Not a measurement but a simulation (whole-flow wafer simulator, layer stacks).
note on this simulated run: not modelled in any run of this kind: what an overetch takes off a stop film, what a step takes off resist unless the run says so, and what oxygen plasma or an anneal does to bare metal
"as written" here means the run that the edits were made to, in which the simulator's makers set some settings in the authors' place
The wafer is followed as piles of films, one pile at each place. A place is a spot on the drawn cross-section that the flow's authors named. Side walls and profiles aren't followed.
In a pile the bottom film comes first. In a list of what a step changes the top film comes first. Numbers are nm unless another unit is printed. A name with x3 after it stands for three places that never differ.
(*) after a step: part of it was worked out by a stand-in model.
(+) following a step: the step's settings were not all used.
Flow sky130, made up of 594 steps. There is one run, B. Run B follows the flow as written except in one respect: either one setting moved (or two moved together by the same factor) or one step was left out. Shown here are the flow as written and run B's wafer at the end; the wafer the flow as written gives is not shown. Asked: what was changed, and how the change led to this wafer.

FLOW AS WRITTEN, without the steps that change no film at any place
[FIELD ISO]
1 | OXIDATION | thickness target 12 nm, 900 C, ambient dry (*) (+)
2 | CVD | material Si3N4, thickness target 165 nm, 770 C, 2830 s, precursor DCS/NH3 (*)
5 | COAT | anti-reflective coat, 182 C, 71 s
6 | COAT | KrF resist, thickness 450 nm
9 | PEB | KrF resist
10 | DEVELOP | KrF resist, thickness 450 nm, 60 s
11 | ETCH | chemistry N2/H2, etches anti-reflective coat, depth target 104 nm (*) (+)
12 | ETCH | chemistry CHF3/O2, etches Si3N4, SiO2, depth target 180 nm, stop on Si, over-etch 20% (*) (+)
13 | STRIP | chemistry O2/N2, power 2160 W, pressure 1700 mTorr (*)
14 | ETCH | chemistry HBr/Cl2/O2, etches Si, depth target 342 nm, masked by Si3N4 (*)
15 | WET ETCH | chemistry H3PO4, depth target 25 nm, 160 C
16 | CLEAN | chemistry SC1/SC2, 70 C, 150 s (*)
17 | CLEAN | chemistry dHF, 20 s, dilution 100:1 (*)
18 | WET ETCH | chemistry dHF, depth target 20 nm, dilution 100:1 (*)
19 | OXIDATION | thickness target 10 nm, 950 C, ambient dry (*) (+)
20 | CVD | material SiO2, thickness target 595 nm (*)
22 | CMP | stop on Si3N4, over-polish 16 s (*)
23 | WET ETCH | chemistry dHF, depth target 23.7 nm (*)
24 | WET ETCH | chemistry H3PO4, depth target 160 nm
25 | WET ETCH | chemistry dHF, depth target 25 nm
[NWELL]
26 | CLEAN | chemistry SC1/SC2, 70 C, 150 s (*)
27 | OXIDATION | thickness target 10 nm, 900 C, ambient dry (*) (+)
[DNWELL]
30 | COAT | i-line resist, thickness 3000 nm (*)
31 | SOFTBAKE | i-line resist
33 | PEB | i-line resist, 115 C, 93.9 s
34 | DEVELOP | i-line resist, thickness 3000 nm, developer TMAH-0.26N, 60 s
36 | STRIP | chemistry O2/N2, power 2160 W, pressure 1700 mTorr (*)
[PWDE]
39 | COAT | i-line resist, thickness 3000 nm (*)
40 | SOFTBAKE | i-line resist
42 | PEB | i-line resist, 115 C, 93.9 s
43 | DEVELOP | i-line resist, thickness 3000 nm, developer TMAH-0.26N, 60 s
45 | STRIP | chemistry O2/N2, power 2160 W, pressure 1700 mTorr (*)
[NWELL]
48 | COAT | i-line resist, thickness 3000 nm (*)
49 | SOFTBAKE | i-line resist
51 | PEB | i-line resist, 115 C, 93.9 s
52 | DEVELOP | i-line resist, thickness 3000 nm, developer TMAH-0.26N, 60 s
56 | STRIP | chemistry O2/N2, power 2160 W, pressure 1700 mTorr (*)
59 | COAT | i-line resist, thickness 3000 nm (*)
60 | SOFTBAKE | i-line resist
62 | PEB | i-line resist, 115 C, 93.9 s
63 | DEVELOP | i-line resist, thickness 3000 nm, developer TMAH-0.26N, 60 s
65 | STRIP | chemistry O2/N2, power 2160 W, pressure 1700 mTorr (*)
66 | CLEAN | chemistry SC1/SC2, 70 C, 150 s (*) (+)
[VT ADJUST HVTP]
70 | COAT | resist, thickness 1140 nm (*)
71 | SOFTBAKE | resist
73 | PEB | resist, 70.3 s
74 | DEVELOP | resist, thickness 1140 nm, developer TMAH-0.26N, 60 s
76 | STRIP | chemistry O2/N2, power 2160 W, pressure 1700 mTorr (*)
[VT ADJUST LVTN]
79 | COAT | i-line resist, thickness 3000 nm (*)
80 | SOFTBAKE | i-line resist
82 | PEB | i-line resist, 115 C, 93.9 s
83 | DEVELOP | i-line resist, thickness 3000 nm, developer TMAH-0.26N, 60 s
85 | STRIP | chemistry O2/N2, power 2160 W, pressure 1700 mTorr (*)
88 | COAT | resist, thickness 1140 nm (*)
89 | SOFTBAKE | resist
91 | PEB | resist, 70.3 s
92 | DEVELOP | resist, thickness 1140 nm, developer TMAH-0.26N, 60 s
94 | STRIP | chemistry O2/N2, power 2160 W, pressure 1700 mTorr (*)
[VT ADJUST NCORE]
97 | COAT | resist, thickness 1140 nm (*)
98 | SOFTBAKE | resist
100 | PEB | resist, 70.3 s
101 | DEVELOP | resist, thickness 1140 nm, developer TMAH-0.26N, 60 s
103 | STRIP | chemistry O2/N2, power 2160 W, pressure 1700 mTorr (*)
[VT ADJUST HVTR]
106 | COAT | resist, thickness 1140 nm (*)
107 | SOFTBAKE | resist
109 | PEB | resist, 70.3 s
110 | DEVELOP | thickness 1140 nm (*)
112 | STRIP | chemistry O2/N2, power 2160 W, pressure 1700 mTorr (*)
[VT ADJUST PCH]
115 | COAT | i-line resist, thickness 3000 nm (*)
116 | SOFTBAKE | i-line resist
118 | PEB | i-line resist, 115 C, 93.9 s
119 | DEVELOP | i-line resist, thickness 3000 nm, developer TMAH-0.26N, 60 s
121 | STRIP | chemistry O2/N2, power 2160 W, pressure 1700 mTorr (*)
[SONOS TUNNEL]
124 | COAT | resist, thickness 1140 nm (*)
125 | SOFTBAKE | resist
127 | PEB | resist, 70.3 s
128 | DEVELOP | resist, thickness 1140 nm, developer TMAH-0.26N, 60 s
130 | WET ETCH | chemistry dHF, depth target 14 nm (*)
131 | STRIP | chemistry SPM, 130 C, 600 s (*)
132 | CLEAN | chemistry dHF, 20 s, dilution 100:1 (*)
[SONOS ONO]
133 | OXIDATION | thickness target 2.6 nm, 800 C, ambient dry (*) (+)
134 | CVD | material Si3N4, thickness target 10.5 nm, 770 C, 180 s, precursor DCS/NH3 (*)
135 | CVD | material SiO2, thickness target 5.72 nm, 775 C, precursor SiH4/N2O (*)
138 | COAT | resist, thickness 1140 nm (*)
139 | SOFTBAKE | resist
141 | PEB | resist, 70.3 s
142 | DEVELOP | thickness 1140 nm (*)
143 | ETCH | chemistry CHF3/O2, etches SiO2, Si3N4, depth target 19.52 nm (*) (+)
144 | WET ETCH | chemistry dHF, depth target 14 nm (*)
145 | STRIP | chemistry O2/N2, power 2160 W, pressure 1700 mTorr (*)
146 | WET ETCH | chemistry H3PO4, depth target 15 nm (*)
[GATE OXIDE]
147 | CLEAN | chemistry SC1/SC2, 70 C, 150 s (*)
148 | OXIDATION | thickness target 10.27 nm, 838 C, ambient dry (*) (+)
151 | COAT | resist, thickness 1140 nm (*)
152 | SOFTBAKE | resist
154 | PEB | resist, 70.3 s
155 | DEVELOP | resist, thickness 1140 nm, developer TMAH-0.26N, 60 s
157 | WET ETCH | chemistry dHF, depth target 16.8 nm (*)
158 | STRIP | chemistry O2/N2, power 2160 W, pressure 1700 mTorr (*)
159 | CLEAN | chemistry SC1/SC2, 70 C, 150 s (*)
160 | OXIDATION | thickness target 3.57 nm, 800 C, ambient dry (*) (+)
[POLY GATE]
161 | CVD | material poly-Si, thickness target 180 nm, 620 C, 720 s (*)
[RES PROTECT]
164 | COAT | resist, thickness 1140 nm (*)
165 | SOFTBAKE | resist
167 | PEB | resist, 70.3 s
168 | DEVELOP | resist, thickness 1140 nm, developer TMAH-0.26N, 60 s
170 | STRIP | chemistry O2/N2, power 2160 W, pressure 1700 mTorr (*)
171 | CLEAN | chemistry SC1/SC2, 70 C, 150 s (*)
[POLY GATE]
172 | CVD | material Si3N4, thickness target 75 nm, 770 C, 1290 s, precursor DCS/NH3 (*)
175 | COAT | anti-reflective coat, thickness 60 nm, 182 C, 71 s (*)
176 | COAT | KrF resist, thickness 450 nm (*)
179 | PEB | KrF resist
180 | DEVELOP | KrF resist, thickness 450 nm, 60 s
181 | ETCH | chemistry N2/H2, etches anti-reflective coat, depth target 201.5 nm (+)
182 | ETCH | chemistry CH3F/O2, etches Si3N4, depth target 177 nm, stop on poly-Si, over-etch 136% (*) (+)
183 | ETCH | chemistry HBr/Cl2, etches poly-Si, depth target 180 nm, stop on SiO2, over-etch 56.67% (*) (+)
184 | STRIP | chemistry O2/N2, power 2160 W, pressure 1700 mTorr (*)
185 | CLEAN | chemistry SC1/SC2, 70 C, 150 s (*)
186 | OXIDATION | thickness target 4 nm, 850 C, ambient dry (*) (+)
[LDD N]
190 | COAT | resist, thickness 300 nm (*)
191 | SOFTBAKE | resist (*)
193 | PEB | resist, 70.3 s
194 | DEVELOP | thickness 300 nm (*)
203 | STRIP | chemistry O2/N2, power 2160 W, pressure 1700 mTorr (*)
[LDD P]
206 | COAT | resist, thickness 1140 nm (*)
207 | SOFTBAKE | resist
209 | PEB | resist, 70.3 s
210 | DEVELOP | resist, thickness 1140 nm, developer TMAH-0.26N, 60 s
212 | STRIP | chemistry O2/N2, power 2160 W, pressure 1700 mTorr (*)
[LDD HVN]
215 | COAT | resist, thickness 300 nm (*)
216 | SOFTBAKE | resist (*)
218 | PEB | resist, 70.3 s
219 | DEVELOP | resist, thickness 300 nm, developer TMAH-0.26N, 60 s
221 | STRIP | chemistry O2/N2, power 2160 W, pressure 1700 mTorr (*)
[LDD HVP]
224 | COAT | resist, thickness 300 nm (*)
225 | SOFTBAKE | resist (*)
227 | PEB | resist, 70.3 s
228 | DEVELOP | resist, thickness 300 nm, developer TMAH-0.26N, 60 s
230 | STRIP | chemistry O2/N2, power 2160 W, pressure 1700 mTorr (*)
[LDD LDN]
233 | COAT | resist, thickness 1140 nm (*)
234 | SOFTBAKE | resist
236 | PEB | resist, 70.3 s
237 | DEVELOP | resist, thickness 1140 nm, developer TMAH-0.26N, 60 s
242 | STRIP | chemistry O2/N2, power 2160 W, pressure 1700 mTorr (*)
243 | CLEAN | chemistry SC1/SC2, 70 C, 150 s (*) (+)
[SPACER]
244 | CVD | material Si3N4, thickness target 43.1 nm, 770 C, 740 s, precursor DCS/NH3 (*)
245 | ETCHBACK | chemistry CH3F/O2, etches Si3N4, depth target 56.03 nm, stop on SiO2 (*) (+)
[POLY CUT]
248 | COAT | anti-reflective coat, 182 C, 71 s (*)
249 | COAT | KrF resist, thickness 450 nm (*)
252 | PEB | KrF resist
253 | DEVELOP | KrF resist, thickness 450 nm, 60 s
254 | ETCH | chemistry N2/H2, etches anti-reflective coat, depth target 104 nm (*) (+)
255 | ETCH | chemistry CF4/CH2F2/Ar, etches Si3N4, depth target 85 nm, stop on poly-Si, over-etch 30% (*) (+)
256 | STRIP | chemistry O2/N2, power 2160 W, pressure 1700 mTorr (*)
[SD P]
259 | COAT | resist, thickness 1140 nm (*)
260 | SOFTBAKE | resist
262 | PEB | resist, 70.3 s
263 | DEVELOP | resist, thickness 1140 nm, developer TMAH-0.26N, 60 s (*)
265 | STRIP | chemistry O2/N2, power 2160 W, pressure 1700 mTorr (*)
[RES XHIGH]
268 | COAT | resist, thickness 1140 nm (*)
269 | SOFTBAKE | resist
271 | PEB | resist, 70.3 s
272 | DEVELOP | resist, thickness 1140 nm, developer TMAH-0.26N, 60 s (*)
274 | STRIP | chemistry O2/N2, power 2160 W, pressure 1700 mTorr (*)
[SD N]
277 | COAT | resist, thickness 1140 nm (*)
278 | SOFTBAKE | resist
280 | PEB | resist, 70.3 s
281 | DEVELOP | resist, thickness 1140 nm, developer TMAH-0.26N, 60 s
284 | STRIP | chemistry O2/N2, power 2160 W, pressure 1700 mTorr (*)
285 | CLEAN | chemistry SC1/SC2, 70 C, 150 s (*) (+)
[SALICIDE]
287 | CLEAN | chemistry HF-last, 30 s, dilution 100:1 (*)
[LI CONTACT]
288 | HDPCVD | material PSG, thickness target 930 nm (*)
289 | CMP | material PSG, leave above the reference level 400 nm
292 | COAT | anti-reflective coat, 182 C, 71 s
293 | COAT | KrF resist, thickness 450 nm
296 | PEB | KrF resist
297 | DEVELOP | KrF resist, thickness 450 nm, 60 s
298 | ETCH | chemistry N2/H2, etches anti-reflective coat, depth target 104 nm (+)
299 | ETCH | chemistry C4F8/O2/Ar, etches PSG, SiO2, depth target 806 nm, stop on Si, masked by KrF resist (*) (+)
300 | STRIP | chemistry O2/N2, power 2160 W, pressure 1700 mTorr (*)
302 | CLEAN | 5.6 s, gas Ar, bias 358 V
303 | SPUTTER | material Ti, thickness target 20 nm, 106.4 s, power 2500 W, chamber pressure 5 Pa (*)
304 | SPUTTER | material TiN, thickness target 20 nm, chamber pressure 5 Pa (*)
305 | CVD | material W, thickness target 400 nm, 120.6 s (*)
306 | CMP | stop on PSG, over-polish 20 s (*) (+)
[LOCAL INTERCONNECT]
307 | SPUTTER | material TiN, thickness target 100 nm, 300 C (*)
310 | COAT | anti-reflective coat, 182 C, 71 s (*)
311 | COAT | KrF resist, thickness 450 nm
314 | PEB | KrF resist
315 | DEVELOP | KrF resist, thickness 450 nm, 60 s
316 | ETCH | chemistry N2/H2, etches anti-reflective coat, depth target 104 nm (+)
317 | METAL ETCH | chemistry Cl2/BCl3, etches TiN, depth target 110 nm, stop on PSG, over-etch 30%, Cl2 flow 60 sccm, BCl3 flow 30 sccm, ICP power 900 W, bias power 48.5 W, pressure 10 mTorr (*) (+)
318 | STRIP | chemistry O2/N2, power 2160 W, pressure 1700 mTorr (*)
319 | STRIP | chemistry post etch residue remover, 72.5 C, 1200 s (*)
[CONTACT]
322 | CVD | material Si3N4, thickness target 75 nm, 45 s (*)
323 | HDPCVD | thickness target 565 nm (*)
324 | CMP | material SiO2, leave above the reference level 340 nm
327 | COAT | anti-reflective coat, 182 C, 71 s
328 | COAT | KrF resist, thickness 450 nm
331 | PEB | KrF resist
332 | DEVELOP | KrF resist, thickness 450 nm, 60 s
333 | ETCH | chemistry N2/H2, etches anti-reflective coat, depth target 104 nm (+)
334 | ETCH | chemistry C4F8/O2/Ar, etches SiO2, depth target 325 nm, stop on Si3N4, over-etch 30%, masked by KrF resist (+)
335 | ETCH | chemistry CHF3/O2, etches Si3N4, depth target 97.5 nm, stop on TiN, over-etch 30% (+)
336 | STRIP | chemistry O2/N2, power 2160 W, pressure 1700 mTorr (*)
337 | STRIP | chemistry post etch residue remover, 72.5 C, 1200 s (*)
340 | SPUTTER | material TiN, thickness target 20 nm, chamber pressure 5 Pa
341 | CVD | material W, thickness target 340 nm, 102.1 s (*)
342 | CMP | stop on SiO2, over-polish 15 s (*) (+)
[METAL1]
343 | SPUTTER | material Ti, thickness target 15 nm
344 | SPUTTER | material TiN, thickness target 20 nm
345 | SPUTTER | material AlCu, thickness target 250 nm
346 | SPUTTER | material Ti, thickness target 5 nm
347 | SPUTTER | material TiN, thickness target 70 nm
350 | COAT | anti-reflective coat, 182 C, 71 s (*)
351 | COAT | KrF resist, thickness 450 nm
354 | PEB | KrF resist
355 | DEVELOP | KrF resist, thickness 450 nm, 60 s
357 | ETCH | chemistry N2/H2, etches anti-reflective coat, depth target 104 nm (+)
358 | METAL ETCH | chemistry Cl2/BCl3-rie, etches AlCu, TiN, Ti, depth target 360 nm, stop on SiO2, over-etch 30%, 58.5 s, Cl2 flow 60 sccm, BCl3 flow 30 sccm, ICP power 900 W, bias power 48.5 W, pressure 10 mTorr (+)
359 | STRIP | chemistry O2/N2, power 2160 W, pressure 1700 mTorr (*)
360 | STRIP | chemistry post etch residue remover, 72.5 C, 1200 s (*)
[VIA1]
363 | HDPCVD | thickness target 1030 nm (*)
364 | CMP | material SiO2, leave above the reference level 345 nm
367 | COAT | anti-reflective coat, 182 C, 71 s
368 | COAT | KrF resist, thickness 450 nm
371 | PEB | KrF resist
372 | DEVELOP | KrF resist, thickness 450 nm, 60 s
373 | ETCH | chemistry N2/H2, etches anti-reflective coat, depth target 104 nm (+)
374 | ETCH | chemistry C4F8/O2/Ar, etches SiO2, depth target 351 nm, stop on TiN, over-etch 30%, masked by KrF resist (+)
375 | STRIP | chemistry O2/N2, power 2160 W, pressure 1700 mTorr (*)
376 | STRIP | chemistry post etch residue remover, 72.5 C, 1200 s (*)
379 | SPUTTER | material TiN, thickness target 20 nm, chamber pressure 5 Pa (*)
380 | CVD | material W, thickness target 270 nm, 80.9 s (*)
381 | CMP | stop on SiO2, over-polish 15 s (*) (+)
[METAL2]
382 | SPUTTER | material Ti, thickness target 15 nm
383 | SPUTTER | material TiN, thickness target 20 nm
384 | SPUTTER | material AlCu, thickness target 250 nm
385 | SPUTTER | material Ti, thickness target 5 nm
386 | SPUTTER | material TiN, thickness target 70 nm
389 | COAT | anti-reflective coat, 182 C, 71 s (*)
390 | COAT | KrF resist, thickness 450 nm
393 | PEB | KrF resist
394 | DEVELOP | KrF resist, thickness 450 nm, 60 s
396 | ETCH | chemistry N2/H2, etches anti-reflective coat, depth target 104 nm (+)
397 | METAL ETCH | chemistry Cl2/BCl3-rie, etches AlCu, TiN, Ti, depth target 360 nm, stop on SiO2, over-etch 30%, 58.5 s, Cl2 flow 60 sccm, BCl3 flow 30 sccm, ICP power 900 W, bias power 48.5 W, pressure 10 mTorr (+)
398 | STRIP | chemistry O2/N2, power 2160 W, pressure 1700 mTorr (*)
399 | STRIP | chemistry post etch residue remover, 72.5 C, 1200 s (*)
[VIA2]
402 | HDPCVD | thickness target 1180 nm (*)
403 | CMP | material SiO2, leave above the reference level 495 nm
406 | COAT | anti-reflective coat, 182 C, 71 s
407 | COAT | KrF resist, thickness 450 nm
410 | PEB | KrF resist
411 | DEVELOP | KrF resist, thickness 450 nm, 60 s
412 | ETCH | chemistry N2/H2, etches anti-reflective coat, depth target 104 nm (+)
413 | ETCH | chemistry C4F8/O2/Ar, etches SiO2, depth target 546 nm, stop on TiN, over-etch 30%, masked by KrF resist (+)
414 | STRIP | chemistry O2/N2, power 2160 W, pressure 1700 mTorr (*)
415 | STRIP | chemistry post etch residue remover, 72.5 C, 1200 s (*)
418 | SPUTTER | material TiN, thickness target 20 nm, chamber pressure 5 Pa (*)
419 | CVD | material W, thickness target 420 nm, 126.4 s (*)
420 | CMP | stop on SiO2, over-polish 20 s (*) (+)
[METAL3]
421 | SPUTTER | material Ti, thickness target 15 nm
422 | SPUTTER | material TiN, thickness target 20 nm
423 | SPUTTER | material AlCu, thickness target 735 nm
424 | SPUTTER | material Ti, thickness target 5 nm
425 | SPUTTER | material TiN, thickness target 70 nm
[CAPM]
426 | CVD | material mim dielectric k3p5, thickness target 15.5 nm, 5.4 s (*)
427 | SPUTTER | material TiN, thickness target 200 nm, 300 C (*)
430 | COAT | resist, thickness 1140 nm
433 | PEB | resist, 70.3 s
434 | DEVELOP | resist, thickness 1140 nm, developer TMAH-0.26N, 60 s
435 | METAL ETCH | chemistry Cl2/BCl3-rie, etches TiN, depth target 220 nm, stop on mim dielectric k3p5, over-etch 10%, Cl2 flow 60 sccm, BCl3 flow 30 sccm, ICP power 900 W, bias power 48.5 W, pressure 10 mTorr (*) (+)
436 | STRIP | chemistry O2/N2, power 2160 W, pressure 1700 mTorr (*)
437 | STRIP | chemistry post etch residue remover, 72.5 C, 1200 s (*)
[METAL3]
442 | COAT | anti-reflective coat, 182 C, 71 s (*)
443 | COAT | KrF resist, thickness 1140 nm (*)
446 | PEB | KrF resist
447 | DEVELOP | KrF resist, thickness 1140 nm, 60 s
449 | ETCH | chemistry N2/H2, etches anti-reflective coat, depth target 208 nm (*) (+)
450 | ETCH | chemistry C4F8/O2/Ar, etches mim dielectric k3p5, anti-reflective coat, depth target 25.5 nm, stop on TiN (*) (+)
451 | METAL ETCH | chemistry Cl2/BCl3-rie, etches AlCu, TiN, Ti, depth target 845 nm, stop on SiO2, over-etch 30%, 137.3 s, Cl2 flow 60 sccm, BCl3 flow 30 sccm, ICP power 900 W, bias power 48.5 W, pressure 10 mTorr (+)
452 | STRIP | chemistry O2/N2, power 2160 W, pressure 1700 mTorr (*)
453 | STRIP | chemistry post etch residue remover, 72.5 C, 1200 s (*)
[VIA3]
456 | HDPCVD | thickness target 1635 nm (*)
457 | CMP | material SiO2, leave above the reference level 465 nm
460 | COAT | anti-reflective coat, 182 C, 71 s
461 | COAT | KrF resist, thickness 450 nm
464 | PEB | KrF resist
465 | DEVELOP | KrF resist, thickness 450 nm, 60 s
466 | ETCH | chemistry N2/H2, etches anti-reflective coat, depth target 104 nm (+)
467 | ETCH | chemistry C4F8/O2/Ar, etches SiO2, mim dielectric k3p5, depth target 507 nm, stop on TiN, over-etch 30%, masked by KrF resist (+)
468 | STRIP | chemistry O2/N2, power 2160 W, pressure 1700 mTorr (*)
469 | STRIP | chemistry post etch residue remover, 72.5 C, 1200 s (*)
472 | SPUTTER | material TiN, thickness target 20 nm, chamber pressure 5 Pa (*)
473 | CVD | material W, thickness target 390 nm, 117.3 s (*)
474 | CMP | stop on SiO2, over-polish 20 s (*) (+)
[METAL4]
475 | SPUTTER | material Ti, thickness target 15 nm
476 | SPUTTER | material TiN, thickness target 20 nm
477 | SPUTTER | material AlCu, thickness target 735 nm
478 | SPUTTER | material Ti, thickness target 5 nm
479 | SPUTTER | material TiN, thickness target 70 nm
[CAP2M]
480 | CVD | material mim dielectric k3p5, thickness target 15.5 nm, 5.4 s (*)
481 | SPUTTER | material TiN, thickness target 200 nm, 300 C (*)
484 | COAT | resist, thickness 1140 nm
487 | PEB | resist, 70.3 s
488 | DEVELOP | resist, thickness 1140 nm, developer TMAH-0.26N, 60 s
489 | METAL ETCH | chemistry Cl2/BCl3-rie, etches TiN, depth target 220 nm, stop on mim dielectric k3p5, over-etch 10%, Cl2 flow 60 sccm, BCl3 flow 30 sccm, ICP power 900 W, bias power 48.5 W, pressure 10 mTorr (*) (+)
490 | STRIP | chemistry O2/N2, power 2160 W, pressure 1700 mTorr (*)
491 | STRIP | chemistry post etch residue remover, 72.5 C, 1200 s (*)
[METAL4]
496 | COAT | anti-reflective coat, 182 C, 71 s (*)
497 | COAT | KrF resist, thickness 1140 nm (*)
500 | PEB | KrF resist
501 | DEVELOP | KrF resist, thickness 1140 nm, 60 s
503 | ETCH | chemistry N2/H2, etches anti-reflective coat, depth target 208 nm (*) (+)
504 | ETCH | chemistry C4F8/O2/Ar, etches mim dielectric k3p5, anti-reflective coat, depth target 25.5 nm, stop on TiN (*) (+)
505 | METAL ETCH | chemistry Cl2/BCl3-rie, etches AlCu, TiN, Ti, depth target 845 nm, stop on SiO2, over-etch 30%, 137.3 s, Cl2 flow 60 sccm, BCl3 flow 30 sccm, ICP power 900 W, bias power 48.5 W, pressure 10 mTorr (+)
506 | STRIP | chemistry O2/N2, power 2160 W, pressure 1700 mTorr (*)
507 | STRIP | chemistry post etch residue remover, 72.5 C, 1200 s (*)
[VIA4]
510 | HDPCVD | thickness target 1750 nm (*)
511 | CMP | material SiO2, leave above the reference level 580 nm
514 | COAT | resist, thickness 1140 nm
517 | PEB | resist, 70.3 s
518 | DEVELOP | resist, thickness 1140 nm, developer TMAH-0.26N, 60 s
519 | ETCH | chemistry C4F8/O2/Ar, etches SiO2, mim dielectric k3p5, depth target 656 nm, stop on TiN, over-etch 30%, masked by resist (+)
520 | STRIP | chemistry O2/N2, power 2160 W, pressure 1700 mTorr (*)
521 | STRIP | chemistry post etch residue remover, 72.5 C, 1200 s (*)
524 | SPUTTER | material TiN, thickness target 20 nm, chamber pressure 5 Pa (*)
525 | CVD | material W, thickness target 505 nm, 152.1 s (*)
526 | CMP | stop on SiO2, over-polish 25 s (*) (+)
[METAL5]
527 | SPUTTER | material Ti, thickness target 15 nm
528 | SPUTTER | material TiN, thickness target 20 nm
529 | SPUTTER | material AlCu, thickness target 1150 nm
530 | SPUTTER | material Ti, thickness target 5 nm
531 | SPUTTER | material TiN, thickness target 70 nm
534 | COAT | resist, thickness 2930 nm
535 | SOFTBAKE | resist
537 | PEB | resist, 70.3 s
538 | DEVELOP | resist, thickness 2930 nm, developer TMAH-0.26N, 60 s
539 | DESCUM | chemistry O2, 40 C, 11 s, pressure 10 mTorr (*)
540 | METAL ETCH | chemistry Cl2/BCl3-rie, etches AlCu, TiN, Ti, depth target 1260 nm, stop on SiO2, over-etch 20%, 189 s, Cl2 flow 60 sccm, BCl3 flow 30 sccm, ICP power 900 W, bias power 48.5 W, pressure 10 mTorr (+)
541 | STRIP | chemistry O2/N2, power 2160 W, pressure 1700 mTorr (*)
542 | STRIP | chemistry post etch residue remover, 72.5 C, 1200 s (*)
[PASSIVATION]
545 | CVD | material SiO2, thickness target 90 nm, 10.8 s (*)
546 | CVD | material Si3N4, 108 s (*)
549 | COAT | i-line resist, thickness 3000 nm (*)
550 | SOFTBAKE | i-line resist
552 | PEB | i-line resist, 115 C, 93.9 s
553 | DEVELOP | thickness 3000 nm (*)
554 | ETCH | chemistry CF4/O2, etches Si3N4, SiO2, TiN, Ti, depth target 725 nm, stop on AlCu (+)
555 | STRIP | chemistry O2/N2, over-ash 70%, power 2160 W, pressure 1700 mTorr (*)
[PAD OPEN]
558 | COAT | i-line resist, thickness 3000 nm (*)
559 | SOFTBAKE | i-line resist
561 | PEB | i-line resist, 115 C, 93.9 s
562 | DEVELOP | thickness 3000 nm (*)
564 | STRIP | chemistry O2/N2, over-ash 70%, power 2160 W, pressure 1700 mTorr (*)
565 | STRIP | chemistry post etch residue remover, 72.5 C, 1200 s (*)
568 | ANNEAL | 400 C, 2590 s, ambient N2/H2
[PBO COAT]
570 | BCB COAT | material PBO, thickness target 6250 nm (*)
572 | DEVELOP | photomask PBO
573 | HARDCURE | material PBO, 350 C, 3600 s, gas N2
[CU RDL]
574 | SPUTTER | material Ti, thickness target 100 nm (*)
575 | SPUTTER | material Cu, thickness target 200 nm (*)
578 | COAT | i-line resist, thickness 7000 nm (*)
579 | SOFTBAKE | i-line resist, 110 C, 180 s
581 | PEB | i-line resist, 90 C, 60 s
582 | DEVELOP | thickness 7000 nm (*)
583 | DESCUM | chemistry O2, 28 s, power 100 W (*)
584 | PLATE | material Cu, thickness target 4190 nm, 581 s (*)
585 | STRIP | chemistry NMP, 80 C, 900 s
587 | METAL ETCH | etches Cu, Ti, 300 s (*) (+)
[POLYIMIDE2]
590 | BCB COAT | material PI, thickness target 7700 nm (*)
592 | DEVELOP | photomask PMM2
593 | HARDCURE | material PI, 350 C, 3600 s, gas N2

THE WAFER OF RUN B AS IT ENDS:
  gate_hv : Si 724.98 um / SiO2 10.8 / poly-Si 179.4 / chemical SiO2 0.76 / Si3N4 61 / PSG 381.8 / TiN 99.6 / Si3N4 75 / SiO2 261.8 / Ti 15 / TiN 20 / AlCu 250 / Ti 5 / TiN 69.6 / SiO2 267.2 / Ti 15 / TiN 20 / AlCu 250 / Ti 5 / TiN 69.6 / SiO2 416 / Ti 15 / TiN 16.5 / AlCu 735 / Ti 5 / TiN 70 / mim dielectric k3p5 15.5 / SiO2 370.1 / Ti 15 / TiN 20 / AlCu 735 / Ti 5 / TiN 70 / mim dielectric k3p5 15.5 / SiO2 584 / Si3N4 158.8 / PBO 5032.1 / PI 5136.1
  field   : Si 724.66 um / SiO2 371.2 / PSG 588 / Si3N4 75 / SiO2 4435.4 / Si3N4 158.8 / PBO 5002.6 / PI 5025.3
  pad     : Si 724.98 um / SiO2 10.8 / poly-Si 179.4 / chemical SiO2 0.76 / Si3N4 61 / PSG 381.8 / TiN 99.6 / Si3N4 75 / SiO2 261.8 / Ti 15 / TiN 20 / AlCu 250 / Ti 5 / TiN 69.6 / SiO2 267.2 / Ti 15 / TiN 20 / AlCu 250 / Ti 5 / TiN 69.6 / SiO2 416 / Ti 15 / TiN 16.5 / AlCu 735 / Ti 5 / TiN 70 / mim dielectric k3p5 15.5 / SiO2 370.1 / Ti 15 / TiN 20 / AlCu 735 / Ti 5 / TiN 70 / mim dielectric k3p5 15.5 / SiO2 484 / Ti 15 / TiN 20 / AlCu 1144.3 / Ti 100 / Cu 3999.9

The reason: step 422, SPUTTER: thickness target 16.5 nm was run, though the flow has thickness target 20 nm.
One can read it off the wafer: gate_hv has TiN 16.5, and step 422 as written asks for 20 nm.

How this came from the change, step by step:
  422 | SPUTTER | material TiN, thickness target 20 nm
      field, active, n_well and 188 more: TiN gains 16.5 (new film) (in the flow as written it would be: TiN gains 20 (new film))
  451 | METAL ETCH | chemistry Cl2/BCl3-rie, etches AlCu, TiN, Ti, depth target 845 nm, stop on SiO2, over-etch 30%, 137.3 s, Cl2 flow 60 sccm, BCl3 flow 30 sccm, ICP power 900 W, bias power 48.5 W, pressure 10 mTorr (+)
      field, gate, spacer and 68 more: TiN loses 70 (all of it), Ti loses 5 (all of it), AlCu loses 735 (all of it), TiN loses 16.5 (all of it), Ti loses 15 (all of it), SiO2 loses 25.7 (in the flow as written it would be: TiN loses 70 (all of it), Ti loses 5 (all of it), AlCu loses 735 (all of it), TiN loses 20 (all of it), Ti loses 15 (all of it), SiO2 loses 25.4)
      active, vpp_ln, vpp_iso2 and 11 more: TiN loses 70 (all of it), Ti loses 5 (all of it), AlCu loses 735 (all of it), TiN loses 16.5 (all of it), Ti loses 15 (all of it), SiO2 loses 25.7 (in the flow as written it would be: TiN loses 70 (all of it), Ti loses 5 (all of it), AlCu loses 735 (all of it), TiN loses 20 (all of it), Ti loses 15 (all of it), SiO2 loses 25.3)
